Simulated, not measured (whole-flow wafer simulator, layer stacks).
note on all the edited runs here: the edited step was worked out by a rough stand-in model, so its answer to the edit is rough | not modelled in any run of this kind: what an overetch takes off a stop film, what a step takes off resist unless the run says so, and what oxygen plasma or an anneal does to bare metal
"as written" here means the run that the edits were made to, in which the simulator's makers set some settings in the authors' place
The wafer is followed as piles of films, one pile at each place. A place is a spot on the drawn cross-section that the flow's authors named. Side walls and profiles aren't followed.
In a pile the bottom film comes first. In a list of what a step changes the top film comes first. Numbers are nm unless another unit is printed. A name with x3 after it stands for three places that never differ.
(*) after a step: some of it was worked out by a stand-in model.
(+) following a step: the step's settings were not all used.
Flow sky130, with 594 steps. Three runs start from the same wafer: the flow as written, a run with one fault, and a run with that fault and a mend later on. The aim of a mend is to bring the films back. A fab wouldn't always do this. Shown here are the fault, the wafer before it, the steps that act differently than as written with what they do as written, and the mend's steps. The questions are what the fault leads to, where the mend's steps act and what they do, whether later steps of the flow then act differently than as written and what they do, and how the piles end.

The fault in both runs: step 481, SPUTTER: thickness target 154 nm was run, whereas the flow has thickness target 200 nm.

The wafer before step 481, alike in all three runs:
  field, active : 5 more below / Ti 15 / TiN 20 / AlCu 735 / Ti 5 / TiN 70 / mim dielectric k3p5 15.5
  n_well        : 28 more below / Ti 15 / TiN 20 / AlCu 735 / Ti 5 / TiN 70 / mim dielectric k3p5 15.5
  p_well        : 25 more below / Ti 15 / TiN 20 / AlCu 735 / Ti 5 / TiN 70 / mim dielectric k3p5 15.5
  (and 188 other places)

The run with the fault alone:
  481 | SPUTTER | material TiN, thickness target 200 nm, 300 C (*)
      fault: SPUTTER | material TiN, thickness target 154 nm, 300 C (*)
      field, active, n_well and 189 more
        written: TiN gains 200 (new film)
        fault: TiN gains 154 (new film)
  Later steps of the flow acting differently than as written (3 more steps, not shown, differ only slightly: by at most 2% or 0.5 nm, whichever is larger):
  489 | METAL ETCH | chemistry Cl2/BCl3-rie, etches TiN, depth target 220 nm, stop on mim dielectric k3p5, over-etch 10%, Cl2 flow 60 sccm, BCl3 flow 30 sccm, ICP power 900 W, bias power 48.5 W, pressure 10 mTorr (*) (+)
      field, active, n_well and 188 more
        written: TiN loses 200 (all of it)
        fault: TiN loses 154 (all of it)
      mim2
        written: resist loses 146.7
        fault: resist loses 112.9
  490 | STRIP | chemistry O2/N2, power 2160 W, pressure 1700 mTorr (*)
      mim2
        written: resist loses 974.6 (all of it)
        fault: resist loses 1008.3 (all of it)
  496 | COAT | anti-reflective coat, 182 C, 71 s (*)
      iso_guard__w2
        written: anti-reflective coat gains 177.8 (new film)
        fault: anti-reflective coat gains 147.5 (new film)
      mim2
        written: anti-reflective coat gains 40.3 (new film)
        fault: anti-reflective coat gains 31.2 (new film)
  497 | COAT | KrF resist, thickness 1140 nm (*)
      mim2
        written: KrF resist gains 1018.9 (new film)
        fault: KrF resist gains 1061.8 (new film)
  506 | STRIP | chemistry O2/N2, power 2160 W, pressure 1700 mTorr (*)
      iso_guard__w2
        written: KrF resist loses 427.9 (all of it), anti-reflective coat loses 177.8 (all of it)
        fault: KrF resist loses 448.3 (all of it), anti-reflective coat loses 147.5 (all of it)
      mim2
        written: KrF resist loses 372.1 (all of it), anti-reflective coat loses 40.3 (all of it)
        fault: KrF resist loses 414.9 (all of it), anti-reflective coat loses 31.2 (all of it)
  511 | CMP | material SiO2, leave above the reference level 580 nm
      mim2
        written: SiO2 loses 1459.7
        fault: SiO2 loses 1413.7
  At mim2, the piles at the end differ from the flow's by more than 2% or 0.5 nm, whichever is larger.
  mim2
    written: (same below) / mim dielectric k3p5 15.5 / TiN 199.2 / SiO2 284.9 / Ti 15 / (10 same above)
    fault: (same below) / mim dielectric k3p5 15.5 / TiN 153.2 / SiO2 330.9 / Ti 15 / (10 same above)

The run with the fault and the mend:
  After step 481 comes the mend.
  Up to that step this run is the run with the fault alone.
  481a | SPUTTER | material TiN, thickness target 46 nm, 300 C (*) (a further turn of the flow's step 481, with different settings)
      field, active, n_well and 189 more
        TiN gains 46
  Later steps of the flow that are run all act as written at every place that is followed.
  By the end, the piles equal the flow's at every place that both follow.
